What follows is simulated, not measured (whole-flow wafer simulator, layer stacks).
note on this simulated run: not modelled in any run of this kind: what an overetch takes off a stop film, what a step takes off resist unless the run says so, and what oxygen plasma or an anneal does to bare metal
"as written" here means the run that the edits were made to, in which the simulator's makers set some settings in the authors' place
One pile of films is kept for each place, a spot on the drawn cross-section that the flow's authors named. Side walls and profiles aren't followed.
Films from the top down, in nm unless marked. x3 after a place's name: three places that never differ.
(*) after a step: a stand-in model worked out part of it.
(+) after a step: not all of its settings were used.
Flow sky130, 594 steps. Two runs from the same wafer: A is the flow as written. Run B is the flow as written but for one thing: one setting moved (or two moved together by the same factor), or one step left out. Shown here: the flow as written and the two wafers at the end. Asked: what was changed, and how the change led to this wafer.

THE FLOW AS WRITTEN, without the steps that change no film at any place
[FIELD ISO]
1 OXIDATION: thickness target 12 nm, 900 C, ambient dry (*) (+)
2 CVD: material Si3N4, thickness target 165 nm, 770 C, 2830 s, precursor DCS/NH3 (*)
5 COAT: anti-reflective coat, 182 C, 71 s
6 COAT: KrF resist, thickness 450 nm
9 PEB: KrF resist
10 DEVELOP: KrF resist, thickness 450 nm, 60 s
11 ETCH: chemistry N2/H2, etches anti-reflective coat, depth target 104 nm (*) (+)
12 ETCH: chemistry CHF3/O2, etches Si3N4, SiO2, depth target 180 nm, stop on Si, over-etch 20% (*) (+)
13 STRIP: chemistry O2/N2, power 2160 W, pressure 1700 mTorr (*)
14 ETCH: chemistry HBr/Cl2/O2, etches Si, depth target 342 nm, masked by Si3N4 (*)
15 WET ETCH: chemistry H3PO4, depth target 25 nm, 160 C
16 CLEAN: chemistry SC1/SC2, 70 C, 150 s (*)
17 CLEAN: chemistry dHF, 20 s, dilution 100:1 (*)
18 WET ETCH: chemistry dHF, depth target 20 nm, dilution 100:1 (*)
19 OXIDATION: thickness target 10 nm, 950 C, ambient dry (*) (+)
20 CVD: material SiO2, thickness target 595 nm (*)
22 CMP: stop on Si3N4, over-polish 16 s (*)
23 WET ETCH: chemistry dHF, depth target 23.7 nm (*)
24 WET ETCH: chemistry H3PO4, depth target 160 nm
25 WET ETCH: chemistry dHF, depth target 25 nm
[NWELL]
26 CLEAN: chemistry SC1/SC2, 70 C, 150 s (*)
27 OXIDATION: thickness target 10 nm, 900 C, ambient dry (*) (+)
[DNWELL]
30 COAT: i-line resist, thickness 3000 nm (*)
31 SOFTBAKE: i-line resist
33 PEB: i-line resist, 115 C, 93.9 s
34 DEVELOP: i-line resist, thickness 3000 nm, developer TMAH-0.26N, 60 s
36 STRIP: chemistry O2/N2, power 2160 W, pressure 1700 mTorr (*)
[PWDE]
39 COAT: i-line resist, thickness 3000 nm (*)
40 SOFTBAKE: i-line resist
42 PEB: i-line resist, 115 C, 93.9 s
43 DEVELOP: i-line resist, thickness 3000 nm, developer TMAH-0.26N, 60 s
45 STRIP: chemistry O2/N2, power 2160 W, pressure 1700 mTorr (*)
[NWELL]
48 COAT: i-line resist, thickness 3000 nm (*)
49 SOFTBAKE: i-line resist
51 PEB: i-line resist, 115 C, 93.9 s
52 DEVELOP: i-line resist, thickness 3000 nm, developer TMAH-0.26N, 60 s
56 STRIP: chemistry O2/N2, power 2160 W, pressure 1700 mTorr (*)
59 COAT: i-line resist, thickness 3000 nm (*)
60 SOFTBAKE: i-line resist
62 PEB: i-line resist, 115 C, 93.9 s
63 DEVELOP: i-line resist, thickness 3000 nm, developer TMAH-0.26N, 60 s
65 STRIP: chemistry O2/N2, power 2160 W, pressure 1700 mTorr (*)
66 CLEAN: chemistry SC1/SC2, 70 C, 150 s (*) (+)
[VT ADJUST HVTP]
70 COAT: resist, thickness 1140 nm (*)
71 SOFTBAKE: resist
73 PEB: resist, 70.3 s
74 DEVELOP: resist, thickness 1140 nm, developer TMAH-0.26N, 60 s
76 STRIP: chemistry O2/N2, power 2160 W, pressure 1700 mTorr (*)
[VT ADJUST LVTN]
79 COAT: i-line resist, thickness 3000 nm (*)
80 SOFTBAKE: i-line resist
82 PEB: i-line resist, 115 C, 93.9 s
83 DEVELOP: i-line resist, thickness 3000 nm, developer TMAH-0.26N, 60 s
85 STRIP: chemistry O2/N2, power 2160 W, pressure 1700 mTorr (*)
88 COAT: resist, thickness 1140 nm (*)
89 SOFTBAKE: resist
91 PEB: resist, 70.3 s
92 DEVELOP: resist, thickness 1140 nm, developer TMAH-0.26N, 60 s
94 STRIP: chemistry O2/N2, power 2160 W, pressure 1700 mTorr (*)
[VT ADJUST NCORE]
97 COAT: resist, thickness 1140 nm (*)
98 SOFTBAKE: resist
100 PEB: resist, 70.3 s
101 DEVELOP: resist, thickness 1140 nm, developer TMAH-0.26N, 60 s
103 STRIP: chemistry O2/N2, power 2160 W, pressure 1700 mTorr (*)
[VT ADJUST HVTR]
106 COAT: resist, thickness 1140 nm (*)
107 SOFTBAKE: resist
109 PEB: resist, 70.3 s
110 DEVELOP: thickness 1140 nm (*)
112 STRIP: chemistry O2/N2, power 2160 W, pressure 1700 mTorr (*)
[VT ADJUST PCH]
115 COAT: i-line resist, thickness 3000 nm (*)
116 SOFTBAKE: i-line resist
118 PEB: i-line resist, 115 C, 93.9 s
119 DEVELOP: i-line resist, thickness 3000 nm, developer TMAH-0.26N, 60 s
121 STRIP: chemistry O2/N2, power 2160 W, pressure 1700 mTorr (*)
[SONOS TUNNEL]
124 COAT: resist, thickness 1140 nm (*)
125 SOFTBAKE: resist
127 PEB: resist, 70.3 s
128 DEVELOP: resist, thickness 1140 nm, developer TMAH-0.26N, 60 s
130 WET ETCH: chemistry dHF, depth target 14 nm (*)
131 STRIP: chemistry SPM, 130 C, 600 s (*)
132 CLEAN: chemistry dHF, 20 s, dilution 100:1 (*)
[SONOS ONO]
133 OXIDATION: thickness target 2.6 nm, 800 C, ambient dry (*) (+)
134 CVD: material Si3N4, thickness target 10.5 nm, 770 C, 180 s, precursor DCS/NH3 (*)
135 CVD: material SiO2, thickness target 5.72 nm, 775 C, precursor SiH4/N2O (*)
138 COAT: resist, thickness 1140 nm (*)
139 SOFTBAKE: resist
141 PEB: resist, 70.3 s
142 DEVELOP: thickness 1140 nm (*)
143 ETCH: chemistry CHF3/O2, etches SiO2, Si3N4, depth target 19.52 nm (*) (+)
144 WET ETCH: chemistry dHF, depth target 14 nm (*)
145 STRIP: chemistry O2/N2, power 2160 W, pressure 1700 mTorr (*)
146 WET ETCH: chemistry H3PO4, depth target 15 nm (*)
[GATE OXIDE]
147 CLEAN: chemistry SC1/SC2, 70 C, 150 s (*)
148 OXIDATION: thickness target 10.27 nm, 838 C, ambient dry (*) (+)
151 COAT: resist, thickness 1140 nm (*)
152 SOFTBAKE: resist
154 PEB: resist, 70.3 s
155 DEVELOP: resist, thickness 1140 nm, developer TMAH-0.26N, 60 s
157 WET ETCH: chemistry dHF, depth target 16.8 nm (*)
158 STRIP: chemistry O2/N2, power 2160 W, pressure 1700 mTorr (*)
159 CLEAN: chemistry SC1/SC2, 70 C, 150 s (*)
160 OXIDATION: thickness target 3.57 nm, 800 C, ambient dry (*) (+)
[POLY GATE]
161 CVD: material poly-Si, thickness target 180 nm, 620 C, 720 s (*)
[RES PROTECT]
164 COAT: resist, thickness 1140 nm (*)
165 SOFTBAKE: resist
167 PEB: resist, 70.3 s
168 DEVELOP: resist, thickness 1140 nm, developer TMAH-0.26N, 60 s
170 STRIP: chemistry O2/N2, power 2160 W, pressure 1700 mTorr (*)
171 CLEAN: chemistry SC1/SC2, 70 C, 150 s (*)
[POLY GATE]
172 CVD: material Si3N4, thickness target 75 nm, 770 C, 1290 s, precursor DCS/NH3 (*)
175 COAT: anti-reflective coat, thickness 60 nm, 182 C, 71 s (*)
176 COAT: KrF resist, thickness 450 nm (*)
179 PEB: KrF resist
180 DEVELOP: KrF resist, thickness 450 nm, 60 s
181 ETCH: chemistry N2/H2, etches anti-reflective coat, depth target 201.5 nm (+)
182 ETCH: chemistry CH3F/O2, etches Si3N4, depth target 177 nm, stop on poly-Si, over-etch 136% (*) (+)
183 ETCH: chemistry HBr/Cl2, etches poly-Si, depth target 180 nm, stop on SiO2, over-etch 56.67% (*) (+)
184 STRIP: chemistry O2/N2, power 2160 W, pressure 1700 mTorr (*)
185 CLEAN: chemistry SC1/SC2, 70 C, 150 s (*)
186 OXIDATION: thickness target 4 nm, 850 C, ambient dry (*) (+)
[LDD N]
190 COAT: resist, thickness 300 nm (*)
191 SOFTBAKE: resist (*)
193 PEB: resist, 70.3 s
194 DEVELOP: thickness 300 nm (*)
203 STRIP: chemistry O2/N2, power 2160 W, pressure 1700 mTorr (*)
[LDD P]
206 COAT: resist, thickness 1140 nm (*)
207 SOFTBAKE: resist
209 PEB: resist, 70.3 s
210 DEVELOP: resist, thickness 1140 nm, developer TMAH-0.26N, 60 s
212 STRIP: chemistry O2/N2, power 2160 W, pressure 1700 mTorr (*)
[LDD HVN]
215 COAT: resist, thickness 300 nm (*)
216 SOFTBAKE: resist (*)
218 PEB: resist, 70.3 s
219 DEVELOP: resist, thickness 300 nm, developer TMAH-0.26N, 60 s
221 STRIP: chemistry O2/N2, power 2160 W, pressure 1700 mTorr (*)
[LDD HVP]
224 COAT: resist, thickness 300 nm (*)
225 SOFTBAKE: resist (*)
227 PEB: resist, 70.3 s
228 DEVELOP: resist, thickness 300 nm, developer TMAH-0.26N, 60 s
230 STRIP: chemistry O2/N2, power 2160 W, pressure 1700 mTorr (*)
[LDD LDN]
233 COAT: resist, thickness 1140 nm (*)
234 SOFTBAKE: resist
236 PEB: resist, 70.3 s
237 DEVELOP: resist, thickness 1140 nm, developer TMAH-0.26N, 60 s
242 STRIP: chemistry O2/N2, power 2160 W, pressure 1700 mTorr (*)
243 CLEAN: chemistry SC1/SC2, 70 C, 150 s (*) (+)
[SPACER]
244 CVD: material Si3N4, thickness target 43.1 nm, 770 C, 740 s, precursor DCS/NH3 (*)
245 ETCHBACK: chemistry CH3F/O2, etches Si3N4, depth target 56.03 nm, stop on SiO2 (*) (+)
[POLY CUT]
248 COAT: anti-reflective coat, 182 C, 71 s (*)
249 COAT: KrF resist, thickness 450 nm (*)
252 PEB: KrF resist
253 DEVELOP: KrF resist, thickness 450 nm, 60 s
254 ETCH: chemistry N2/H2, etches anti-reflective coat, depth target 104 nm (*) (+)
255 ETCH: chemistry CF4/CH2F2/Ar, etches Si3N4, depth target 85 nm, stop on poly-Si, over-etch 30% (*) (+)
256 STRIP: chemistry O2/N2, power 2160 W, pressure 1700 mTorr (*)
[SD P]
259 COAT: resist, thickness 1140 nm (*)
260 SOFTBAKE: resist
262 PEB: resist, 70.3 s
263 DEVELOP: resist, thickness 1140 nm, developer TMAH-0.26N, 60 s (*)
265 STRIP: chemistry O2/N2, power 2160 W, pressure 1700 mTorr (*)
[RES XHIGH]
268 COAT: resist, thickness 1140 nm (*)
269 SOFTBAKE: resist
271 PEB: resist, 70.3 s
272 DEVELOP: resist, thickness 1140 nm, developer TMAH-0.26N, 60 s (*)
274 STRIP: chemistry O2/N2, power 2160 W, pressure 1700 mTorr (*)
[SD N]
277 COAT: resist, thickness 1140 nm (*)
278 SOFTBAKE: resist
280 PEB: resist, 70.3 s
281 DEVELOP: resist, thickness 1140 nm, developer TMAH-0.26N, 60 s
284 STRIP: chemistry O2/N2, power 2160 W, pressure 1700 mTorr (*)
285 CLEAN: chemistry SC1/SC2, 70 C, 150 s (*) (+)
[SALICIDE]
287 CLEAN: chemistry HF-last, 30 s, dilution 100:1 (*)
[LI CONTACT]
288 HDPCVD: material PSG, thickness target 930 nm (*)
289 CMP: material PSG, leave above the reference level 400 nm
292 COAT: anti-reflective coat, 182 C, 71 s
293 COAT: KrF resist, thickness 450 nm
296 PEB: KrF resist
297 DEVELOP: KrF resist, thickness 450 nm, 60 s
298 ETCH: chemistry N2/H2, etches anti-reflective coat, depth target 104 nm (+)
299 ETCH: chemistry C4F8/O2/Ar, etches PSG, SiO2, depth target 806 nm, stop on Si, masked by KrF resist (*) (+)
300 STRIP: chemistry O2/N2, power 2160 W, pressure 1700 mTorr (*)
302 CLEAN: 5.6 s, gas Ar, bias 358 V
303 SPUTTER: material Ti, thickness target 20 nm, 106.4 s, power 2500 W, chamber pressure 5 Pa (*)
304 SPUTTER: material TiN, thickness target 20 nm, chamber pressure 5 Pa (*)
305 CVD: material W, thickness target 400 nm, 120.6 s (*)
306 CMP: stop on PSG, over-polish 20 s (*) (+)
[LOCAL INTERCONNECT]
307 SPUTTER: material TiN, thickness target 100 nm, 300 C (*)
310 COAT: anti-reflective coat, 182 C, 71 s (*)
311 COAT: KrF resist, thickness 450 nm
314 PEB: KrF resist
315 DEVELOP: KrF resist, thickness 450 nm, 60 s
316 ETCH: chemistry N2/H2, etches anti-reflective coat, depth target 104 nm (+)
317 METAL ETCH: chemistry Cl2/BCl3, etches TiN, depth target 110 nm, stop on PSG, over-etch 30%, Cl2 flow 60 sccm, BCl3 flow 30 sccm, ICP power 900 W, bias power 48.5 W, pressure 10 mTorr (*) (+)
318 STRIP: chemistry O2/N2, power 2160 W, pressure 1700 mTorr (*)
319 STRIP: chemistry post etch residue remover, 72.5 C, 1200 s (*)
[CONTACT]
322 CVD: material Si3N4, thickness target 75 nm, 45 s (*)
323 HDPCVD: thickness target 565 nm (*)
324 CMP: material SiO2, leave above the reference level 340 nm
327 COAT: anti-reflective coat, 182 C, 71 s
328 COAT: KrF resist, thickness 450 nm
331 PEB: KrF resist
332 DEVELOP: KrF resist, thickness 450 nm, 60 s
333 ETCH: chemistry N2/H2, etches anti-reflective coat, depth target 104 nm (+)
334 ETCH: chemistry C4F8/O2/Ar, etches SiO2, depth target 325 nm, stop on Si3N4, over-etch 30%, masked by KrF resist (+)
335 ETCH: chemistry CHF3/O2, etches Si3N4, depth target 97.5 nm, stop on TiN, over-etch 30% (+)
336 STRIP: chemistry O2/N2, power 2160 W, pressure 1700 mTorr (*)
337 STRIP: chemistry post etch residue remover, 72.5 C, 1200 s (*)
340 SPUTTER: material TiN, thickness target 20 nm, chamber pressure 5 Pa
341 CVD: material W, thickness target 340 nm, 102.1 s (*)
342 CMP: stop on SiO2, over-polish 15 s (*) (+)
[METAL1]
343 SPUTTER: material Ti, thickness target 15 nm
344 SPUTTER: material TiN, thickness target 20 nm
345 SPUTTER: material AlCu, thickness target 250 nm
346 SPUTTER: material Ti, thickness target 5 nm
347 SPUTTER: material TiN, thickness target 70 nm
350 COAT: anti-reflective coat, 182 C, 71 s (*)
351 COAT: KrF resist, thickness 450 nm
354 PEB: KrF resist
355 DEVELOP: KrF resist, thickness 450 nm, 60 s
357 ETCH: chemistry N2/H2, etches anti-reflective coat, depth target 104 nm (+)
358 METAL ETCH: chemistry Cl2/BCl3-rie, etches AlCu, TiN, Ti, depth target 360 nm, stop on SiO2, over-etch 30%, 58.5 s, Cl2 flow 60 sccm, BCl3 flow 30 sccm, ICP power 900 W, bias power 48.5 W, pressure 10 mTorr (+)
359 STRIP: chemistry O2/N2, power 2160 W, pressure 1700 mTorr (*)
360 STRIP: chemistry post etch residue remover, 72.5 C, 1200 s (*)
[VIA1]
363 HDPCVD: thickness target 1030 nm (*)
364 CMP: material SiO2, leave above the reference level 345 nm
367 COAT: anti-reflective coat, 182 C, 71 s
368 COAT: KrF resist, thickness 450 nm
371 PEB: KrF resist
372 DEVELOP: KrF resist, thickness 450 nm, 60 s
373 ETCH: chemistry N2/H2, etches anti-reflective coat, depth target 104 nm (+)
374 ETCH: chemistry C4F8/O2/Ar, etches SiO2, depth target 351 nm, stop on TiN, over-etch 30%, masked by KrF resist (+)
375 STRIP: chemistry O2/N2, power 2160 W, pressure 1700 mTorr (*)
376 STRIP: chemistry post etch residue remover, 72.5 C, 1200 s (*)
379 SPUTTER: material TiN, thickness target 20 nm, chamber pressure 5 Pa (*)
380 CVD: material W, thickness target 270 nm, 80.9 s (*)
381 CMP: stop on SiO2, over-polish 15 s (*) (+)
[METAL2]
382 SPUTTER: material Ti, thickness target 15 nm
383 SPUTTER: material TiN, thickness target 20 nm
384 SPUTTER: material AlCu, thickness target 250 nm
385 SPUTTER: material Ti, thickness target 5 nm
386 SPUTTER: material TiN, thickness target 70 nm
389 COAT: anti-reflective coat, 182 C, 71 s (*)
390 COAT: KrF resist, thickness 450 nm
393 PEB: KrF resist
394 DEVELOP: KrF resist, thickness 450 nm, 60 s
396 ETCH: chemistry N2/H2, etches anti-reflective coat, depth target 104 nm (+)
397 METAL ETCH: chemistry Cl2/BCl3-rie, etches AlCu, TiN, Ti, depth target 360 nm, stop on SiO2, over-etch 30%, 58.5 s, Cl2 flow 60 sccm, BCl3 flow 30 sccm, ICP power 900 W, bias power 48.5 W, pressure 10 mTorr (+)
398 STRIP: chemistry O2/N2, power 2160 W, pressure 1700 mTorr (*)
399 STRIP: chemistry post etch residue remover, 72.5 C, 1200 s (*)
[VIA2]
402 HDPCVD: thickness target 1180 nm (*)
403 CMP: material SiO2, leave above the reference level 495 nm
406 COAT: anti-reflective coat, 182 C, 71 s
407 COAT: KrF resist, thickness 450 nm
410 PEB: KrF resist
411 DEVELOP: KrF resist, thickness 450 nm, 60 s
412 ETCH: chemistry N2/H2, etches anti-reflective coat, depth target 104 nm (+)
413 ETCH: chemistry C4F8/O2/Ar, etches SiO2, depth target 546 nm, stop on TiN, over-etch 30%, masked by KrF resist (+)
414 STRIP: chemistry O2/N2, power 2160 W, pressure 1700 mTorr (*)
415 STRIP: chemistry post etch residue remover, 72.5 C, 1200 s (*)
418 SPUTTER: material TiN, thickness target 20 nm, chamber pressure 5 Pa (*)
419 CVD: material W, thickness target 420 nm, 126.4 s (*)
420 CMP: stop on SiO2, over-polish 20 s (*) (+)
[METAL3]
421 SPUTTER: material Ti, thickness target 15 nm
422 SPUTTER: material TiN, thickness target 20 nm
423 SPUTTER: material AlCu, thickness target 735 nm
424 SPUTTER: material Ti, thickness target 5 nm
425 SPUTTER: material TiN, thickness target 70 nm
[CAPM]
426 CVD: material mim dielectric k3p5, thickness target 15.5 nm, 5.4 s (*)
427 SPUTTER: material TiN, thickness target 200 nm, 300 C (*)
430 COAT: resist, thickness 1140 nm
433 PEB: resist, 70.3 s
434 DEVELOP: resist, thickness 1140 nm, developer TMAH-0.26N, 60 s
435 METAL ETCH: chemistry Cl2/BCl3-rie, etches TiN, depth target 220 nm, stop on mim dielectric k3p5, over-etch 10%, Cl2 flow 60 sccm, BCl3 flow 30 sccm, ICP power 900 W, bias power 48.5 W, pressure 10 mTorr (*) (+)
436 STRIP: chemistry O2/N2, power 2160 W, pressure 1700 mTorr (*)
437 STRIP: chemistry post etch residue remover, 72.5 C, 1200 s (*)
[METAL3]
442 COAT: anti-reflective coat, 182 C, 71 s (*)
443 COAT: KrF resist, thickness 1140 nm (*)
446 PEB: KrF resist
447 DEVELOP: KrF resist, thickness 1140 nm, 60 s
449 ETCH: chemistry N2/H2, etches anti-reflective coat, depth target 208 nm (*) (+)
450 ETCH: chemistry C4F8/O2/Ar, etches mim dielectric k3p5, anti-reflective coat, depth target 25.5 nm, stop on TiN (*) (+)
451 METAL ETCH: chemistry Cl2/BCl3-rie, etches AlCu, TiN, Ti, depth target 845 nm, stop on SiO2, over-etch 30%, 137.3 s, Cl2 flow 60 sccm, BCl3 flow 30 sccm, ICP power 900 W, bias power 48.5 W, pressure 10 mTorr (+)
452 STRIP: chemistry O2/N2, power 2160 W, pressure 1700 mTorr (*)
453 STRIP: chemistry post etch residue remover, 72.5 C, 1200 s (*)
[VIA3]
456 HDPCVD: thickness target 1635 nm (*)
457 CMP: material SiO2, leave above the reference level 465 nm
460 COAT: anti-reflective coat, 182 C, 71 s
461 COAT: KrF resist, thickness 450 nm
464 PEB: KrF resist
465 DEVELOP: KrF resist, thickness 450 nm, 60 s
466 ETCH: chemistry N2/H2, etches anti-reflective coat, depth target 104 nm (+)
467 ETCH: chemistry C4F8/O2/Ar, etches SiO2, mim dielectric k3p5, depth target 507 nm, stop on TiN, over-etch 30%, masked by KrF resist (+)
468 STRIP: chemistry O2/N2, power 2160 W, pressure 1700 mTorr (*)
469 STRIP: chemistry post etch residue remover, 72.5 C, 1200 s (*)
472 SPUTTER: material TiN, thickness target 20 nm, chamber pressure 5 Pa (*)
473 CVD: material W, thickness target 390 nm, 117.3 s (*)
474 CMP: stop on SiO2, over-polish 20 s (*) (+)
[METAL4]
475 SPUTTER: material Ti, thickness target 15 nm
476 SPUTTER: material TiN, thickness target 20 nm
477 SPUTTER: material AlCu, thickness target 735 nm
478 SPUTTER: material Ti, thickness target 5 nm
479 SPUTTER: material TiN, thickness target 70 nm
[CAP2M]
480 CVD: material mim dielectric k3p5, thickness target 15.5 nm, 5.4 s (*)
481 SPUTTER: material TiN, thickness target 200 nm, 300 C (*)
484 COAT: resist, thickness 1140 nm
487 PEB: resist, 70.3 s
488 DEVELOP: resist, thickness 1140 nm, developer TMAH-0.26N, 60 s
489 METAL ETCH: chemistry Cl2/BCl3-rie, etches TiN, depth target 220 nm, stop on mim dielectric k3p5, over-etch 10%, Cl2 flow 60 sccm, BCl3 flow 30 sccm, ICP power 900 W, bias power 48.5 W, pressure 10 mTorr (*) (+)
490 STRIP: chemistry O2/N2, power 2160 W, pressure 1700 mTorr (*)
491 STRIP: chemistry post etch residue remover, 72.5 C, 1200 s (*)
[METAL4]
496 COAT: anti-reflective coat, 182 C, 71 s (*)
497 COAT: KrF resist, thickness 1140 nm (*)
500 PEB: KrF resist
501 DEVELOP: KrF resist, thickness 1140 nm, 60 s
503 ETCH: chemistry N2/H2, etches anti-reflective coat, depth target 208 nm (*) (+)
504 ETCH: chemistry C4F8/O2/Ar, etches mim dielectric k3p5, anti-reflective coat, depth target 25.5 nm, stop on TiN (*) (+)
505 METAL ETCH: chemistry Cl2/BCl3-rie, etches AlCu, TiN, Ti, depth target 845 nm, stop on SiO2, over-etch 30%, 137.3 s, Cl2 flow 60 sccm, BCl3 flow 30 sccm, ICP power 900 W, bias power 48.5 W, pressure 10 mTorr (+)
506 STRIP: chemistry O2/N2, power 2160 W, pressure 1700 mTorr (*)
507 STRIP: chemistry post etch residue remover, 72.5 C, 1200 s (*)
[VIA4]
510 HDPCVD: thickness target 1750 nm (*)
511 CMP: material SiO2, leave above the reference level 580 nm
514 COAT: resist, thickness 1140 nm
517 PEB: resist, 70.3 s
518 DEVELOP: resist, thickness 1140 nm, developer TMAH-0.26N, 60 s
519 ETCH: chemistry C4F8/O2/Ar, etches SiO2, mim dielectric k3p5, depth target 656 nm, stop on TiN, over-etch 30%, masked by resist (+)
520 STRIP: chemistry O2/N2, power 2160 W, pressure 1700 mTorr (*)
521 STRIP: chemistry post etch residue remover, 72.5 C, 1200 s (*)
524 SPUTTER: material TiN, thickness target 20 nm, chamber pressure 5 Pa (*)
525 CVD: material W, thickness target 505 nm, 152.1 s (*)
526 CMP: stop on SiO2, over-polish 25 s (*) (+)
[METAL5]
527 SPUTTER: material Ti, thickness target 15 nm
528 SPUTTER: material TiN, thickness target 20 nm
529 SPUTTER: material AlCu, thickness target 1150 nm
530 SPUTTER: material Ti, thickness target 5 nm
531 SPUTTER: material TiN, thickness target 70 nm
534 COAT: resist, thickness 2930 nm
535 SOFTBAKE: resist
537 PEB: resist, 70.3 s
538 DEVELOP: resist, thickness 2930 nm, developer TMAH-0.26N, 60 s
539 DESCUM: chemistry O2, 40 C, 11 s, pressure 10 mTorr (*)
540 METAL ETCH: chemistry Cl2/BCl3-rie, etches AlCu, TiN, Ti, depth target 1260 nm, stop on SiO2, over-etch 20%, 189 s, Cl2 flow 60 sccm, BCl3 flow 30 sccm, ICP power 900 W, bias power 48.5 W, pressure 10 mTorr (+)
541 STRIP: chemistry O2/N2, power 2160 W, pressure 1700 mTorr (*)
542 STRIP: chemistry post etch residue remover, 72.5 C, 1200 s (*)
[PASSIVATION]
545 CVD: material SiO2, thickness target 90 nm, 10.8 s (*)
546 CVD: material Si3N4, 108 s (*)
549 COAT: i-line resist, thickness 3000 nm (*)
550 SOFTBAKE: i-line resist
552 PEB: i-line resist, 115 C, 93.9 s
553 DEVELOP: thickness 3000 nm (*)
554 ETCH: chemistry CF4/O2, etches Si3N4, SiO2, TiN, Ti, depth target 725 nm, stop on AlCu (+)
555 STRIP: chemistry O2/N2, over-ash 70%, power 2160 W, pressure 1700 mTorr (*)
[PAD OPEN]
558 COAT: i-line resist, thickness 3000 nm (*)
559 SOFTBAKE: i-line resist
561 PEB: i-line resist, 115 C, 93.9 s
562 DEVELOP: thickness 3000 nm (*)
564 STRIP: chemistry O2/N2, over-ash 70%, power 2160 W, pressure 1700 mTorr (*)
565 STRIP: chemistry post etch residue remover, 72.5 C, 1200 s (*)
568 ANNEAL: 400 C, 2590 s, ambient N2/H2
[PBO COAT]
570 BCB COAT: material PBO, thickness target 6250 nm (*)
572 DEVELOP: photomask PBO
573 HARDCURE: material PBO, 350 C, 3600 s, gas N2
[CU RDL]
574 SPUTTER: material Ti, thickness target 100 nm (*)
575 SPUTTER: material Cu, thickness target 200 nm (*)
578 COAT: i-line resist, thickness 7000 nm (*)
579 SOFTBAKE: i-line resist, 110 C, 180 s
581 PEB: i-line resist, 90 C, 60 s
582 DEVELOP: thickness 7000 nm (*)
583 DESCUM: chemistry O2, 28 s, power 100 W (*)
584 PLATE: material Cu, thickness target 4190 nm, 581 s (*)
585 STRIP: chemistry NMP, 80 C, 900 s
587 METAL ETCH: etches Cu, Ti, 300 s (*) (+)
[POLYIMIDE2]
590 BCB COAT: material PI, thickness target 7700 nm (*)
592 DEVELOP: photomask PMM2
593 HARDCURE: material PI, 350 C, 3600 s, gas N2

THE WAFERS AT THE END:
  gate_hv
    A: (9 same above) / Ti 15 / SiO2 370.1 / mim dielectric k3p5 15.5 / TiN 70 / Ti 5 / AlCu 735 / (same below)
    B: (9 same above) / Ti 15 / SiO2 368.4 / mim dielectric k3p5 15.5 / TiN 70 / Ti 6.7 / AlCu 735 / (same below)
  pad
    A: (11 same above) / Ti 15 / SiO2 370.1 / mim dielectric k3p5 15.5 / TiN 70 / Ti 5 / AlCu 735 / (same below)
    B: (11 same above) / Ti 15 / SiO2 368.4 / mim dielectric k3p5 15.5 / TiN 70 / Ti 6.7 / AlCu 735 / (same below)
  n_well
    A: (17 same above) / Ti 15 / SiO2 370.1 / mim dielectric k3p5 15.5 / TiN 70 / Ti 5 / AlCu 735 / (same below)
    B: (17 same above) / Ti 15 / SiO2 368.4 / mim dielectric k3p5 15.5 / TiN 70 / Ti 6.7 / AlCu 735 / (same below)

The cause: step 424, SPUTTER: thickness target 6.7 nm was run, where the flow has thickness target 5 nm.
It can be read off the wafer: gate_hv has Ti 6.7, and step 424 as written asks for 5 nm.

How the change led to this, step by step:
  424 SPUTTER: material Ti, thickness target 5 nm
      field, active, n_well and 188 more: A Ti +5 (new film) | B Ti +6.7 (new film)
  451 METAL ETCH: chemistry Cl2/BCl3-rie, etches AlCu, TiN, Ti, depth target 845 nm, stop on SiO2, over-etch 30%, 137.3 s, Cl2 flow 60 sccm, BCl3 flow 30 sccm, ICP power 900 W, bias power 48.5 W, pressure 10 mTorr (+)
      field, gate, spacer and 68 more: A TiN -70 (all of it), Ti -5 (all of it), AlCu -735 (all of it), TiN -20 (all of it), Ti -15 (all of it), SiO2 -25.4 | B TiN -70 (all of it), Ti -6.7 (all of it), AlCu -735 (all of it), TiN -20 (all of it), Ti -15 (all of it), SiO2 -25.2
      active, vpp_ln, vpp_iso2 and 11 more: A TiN -70 (all of it), Ti -5 (all of it), AlCu -735 (all of it), TiN -20 (all of it), Ti -15 (all of it), SiO2 -25.3 | B TiN -70 (all of it), Ti -6.7 (all of it), AlCu -735 (all of it), TiN -20 (all of it), Ti -15 (all of it), SiO2 -25.2
